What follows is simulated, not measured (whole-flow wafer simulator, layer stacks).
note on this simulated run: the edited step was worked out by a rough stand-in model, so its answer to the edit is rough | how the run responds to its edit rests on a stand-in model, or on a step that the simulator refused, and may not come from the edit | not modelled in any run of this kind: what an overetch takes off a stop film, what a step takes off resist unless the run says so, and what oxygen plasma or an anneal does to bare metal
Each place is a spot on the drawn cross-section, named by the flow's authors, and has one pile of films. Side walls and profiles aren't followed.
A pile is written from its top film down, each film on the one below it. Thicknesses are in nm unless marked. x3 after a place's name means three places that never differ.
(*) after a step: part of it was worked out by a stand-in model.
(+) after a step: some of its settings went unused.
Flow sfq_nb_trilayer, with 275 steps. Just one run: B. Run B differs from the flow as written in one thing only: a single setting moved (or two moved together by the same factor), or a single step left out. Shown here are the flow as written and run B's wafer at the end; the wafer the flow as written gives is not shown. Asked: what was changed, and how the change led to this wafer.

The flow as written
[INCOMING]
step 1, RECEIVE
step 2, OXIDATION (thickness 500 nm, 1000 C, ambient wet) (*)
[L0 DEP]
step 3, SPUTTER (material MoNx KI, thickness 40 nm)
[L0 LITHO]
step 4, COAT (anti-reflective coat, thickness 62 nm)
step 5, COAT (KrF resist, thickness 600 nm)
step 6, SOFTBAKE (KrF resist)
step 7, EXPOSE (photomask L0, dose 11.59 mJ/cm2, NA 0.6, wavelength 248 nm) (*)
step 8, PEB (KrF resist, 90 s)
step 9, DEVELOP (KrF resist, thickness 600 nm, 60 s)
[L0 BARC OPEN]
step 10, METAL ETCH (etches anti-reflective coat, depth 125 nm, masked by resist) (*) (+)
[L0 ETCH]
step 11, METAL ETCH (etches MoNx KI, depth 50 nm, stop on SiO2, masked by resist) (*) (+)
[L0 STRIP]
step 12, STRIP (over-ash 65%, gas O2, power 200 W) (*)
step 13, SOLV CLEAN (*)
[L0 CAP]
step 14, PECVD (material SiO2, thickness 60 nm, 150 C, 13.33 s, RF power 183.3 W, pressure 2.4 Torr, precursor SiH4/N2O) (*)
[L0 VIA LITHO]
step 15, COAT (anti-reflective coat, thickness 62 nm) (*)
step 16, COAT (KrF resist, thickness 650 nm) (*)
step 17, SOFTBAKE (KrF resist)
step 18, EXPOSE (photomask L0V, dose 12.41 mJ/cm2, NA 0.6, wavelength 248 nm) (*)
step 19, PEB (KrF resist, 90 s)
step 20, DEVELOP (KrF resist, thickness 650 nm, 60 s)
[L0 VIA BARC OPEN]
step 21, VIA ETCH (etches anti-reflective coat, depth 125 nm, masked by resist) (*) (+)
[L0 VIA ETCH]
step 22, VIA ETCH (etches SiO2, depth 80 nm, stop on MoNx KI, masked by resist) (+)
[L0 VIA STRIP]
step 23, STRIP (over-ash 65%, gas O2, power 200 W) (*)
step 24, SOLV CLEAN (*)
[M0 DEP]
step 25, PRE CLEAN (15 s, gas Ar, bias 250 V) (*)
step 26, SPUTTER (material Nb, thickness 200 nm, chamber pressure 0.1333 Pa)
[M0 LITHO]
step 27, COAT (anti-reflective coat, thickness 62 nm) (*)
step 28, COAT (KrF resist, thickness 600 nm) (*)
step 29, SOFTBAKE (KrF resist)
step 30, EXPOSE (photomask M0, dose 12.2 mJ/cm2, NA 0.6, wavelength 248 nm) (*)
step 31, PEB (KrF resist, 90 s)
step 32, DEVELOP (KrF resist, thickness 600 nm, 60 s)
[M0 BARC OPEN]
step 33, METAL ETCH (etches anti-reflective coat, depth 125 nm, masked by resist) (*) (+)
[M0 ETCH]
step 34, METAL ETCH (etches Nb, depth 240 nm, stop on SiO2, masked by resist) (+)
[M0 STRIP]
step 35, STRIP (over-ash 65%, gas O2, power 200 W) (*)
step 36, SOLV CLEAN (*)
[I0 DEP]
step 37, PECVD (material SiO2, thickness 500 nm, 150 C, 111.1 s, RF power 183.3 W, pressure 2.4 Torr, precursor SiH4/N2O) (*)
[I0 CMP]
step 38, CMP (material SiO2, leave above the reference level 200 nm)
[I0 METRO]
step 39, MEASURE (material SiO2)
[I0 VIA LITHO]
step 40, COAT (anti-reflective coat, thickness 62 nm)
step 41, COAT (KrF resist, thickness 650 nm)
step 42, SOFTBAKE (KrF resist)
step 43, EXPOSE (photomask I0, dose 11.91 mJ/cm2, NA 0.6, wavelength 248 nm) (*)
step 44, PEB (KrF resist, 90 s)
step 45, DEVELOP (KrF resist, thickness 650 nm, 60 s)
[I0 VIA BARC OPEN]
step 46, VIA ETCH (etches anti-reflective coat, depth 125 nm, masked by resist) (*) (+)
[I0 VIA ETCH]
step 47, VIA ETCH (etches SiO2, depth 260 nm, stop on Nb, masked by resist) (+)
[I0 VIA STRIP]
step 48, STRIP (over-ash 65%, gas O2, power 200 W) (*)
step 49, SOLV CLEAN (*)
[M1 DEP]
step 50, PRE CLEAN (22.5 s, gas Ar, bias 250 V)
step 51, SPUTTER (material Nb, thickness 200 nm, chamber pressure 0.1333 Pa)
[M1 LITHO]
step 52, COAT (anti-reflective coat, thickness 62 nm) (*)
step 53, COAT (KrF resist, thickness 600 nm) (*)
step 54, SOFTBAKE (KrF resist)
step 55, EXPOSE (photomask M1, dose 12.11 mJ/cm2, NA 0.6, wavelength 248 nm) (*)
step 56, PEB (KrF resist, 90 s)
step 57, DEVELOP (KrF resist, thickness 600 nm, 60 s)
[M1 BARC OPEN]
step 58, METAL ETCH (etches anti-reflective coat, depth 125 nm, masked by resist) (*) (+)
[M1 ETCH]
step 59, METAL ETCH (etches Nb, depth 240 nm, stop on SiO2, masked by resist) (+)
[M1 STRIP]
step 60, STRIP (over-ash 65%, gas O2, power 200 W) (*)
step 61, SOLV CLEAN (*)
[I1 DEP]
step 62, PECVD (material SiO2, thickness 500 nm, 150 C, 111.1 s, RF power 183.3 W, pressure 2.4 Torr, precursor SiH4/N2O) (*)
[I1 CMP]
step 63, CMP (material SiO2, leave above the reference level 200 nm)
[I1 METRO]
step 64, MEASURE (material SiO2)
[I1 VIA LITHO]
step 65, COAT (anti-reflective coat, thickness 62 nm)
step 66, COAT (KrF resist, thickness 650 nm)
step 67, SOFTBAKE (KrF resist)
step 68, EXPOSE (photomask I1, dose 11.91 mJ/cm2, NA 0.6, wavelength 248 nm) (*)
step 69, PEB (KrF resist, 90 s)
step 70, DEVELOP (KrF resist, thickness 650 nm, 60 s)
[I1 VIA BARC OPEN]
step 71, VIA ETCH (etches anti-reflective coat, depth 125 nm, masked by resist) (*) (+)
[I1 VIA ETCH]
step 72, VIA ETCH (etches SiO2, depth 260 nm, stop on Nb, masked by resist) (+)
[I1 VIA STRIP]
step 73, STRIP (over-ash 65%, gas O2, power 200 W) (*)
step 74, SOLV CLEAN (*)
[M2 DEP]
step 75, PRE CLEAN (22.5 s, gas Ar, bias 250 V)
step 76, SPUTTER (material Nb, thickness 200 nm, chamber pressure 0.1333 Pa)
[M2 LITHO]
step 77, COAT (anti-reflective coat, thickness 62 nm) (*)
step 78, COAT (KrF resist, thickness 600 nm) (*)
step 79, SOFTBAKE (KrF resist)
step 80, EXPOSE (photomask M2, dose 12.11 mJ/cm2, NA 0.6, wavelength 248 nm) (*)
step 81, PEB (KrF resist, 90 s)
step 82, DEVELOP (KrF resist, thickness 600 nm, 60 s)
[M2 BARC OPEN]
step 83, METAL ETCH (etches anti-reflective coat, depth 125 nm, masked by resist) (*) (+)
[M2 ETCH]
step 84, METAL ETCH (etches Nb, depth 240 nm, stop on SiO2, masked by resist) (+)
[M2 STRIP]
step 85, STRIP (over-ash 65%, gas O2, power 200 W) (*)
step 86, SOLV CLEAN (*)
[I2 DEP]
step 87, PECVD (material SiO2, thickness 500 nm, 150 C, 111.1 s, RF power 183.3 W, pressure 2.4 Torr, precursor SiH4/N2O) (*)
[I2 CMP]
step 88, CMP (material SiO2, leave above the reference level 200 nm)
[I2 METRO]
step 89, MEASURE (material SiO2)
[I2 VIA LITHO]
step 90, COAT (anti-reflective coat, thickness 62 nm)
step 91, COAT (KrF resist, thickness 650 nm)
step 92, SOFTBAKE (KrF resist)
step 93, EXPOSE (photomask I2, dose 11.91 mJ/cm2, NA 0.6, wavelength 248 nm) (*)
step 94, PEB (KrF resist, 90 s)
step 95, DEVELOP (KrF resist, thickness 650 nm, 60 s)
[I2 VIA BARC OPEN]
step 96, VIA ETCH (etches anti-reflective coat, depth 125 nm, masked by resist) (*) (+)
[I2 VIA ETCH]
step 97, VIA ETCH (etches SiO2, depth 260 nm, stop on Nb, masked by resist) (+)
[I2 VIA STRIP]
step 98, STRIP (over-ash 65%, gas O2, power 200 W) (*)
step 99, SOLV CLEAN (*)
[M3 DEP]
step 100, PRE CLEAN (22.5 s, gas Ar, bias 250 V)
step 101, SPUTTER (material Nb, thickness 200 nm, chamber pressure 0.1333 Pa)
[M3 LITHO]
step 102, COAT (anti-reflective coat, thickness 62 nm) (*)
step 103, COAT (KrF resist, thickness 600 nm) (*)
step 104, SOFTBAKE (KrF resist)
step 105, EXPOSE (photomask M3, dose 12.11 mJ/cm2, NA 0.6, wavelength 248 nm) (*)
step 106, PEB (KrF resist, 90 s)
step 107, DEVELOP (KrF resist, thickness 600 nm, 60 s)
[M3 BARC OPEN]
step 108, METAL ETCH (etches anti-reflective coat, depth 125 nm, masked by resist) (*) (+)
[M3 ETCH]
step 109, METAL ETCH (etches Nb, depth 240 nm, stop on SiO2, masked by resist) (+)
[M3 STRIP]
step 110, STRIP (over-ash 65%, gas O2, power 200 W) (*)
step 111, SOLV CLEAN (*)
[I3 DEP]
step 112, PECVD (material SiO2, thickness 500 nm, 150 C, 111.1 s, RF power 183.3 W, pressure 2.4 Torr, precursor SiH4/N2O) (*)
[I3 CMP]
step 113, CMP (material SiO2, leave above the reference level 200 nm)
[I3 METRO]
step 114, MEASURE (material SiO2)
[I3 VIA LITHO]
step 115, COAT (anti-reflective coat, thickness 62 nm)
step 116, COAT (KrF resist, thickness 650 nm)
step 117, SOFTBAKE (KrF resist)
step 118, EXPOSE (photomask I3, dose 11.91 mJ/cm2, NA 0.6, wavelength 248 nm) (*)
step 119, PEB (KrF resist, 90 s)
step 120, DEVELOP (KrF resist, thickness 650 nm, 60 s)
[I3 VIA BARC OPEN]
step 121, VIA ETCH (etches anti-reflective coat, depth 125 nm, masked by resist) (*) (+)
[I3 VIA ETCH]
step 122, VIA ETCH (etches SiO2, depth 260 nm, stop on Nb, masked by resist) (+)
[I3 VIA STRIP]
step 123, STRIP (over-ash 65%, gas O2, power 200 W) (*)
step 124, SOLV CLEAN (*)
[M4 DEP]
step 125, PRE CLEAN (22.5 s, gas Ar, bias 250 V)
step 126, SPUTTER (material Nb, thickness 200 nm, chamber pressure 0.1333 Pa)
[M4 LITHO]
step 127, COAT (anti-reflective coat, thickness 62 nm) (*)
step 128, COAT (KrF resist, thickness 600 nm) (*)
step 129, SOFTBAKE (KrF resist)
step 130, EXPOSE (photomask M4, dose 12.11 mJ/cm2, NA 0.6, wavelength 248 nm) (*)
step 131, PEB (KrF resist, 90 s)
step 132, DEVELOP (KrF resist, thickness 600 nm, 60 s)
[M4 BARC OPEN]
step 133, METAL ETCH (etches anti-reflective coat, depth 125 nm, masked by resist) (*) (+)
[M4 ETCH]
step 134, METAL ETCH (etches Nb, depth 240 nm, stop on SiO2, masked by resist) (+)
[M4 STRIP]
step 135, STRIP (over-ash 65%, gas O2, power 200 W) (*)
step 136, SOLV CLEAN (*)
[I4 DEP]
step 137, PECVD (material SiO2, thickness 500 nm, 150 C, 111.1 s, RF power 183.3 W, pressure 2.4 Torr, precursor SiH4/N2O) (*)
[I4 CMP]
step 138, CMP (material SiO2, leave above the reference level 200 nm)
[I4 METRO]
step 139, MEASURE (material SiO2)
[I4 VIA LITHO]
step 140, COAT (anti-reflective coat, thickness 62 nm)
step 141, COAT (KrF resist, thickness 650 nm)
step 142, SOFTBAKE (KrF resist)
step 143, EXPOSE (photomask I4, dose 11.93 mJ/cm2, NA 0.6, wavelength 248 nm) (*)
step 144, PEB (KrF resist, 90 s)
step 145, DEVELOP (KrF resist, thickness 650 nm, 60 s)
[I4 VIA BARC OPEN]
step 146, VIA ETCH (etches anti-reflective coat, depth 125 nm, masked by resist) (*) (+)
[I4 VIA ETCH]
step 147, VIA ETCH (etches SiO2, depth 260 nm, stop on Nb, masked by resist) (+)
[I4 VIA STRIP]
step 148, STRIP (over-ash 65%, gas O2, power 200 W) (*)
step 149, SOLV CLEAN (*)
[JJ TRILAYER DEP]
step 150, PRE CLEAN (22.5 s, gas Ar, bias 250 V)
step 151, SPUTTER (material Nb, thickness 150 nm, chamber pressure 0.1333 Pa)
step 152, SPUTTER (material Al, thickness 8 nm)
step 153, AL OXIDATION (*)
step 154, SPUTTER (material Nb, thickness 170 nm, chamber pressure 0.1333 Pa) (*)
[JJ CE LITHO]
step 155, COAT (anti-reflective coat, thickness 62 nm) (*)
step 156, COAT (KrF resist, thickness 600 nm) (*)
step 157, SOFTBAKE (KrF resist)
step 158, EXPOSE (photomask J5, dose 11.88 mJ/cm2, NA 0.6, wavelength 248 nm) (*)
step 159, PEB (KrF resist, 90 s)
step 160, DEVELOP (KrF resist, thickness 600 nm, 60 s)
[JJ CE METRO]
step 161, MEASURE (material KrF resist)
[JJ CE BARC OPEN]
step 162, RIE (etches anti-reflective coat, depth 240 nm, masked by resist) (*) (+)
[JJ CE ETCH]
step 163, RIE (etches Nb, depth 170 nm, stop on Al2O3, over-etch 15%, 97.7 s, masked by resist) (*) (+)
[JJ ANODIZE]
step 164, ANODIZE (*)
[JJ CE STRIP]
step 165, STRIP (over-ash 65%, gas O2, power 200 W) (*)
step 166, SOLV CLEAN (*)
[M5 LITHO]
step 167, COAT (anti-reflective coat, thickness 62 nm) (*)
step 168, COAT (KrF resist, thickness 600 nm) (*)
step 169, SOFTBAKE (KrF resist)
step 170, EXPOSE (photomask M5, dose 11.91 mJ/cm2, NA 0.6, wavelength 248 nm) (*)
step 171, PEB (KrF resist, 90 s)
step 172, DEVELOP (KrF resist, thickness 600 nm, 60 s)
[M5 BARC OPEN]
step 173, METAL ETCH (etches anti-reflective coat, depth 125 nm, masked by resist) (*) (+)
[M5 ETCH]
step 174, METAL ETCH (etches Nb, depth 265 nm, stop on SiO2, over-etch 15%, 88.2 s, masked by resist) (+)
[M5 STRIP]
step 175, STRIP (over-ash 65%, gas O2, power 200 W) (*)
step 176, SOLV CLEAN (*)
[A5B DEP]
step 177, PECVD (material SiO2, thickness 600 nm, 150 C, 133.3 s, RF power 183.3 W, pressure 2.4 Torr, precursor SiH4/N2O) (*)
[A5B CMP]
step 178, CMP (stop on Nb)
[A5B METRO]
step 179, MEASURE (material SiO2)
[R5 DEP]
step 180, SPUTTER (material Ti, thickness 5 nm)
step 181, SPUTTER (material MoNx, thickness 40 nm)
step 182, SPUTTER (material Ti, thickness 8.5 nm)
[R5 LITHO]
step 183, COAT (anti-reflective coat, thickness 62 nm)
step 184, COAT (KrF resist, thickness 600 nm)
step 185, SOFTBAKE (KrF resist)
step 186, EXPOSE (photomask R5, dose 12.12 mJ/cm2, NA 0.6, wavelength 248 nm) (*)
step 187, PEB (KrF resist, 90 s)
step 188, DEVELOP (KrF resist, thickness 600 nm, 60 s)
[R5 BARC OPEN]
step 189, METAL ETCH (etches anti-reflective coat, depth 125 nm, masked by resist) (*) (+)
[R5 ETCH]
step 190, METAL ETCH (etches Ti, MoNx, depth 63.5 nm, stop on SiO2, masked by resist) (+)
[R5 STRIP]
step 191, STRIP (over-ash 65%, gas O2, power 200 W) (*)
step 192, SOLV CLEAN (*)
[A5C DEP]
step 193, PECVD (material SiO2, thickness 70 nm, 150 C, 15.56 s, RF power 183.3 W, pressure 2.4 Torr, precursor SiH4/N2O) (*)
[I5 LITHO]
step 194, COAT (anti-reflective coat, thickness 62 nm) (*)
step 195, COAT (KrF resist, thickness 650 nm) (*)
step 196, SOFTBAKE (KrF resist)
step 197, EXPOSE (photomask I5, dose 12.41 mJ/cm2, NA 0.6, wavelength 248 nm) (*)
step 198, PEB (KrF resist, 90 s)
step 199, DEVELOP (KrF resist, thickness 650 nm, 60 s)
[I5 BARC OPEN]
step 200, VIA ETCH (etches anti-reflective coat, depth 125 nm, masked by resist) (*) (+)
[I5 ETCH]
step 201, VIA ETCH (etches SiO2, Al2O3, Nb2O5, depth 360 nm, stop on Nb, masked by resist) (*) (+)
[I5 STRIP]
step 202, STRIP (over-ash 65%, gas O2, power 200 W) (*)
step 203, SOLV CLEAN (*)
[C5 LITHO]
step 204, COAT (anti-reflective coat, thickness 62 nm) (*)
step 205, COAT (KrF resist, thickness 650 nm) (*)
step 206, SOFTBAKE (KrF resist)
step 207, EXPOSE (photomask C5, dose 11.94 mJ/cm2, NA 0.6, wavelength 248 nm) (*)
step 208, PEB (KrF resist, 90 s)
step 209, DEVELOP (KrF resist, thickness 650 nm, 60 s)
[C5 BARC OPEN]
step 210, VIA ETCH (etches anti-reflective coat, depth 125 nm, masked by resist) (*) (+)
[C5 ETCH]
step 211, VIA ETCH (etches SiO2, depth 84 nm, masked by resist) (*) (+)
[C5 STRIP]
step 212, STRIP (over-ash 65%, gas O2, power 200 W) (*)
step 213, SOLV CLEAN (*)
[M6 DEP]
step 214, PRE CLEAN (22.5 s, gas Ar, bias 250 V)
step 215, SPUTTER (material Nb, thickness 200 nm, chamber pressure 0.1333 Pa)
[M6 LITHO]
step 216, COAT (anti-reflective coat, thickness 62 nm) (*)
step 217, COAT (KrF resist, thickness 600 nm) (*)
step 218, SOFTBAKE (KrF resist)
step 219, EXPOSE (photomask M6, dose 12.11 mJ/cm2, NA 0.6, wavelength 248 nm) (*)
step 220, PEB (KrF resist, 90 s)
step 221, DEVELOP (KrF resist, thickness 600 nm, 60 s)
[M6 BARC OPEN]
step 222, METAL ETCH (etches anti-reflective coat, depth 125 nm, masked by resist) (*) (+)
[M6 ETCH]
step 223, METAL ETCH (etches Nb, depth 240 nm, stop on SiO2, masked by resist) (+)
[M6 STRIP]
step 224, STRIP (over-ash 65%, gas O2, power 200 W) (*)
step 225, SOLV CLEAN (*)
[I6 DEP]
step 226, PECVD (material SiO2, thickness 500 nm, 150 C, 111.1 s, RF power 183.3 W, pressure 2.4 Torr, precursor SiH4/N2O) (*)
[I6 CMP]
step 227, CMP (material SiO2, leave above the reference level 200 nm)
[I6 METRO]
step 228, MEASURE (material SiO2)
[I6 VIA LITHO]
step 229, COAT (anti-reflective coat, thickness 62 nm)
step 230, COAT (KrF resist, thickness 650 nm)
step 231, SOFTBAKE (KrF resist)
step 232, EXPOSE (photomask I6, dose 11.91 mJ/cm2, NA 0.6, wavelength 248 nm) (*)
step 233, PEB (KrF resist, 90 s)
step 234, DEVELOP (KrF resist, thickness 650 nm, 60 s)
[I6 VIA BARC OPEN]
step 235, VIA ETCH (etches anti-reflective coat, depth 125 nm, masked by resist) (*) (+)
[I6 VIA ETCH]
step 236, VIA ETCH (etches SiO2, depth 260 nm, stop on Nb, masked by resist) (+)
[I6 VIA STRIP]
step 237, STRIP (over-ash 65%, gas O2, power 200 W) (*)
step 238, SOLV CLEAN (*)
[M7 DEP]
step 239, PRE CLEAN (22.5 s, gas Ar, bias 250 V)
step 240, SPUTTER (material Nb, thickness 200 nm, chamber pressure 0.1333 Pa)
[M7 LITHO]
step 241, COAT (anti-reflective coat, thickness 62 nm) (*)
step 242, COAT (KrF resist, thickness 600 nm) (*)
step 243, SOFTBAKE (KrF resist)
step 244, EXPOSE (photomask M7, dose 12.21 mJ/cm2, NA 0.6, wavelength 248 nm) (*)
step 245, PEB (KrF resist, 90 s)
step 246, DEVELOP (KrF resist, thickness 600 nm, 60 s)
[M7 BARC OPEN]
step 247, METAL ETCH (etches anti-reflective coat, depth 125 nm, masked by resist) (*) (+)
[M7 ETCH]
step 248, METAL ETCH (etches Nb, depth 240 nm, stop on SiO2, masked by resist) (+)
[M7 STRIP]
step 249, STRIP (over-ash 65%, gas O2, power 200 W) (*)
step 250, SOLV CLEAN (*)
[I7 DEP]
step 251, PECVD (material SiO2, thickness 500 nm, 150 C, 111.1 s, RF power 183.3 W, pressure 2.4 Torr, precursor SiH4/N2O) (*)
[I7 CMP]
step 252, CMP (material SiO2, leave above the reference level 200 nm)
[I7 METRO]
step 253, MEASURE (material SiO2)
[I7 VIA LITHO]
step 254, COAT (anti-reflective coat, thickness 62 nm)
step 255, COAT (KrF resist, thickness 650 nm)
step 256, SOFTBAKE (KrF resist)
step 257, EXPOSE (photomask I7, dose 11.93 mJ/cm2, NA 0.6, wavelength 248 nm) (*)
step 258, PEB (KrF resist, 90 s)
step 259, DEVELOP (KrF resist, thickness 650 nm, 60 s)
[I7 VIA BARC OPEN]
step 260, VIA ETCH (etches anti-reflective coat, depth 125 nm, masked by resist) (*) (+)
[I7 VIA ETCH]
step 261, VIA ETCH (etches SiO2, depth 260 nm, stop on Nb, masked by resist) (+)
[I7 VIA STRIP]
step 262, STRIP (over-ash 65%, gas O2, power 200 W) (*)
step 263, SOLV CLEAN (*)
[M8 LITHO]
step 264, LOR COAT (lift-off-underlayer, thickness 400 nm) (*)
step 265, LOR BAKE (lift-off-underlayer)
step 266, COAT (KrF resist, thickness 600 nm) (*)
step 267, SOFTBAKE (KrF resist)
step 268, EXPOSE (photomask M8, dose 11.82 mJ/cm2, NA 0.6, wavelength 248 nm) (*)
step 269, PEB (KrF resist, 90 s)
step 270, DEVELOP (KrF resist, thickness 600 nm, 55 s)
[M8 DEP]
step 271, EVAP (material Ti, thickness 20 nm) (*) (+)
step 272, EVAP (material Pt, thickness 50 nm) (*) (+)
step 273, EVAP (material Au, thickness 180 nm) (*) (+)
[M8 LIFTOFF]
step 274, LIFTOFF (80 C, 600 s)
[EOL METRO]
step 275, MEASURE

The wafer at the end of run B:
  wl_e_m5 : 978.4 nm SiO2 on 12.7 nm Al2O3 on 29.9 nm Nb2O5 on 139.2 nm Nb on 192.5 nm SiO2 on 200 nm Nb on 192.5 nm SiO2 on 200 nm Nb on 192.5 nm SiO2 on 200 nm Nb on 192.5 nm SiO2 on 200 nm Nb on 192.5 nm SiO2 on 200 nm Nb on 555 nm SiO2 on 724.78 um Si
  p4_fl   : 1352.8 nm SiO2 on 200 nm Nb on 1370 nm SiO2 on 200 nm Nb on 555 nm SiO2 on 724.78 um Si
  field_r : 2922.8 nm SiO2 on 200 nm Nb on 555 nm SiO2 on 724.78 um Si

Cause: step 193, PECVD: thickness 46.9 nm was run, while the flow as written has thickness 70 nm; step 193, PECVD: 10.42 s was run, where the flow has 15.56 s.

The path from the change to this, step by step:
  step 193, PECVD (material SiO2, thickness 70 nm, 150 C, 15.56 s, RF power 183.3 W, pressure 2.4 Torr, precursor SiH4/N2O) (*)
      field_l, v_sur, via_wl and 92 more: +46.9 SiO2 (it would be, as written: +70 SiO2)
      ce_l, c5j, ce_r and 8 more: +46.9 SiO2 (new film) (it would be, as written: +70 SiO2 (new film))
  step 201, VIA ETCH (etches SiO2, Al2O3, Nb2O5, depth 360 nm, stop on Nb, masked by resist) (*) (+)
      be: -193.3 SiO2 (all of it), -12.7 Al2O3 (all of it), -29.9 Nb2O5 (all of it) (it would be, as written: -216.4 SiO2 (all of it), -12.7 Al2O3 (all of it), -29.9 Nb2O5 (all of it))
  step 204, COAT (anti-reflective coat, thickness 62 nm) (*)
      be: +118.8 anti-reflective coat (new film) (it would be, as written: +122.2 anti-reflective coat (new film))
      be_sur: +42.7 anti-reflective coat (new film) (it would be, as written: +41.8 anti-reflective coat (new film))
  step 205, COAT (KrF resist, thickness 650 nm) (*)
      be: +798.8 KrF resist (new film) (it would be, as written: +815.3 KrF resist (new film))
  step 211, VIA ETCH (etches SiO2, depth 84 nm, masked by resist) (*) (+)
      field_l, v_sur, via_wl and 101 more: -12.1 KrF resist (it would be, as written: -14.5 KrF resist)
      c5j: -46.8 SiO2 (all of it), -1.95 Nb (it would be, as written: -69.9 SiO2 (all of it), -1.18 Nb)
      (also at 1 further place)
  step 212, STRIP (over-ash 65%, gas O2, power 200 W) (*)
      be: -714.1 KrF resist (all of it), -118.8 anti-reflective coat (all of it) (it would be, as written: -728.2 KrF resist (all of it), -122.2 anti-reflective coat (all of it))
      be_sur: -563.4 KrF resist (all of it), -42.7 anti-reflective coat (all of it) (it would be, as written: -559.6 KrF resist (all of it), -41.8 anti-reflective coat (all of it))
  step 215, SPUTTER (material Nb, thickness 200 nm, chamber pressure 0.1333 Pa)
      be: +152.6 Nb (it would be, as written: +147.3 Nb)
      c5j: +194.8 Nb (it would be, as written: +188.4 Nb)
      (also at 1 further place)
  step 216, COAT (anti-reflective coat, thickness 62 nm) (*)
      be: +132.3 anti-reflective coat (new film) (it would be, as written: +136.7 anti-reflective coat (new film))
      ce_l: +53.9 anti-reflective coat (new film) (it would be, as written: +48 anti-reflective coat (new film))
      (also at 5 further places)
  step 217, COAT (KrF resist, thickness 600 nm) (*)
      be: +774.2 KrF resist (new film) (it would be, as written: +793.9 KrF resist (new film))
  step 224, STRIP (over-ash 65%, gas O2, power 200 W) (*)
      be: -556.2 KrF resist (all of it), -132.3 anti-reflective coat (all of it) (it would be, as written: -575.8 KrF resist (all of it), -136.7 anti-reflective coat (all of it))
      ce_l: -394 KrF resist (all of it), -53.9 anti-reflective coat (all of it) (it would be, as written: -397.1 KrF resist (all of it), -48 anti-reflective coat (all of it))
      (also at 5 further places)
  step 226, PECVD (material SiO2, thickness 500 nm, 150 C, 111.1 s, RF power 183.3 W, pressure 2.4 Torr, precursor SiH4/N2O) (*)
      be: +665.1 SiO2 (new film) (it would be, as written: +693.5 SiO2 (new film))
      c5j: +500 SiO2 (new film) (it would be, as written: +514.7 SiO2 (new film))
  step 227, CMP (material SiO2, leave above the reference level 200 nm)
      c5j: -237 SiO2 (it would be, as written: -223 SiO2)
      res: -307 SiO2 (it would be, as written: -279.4 SiO2)
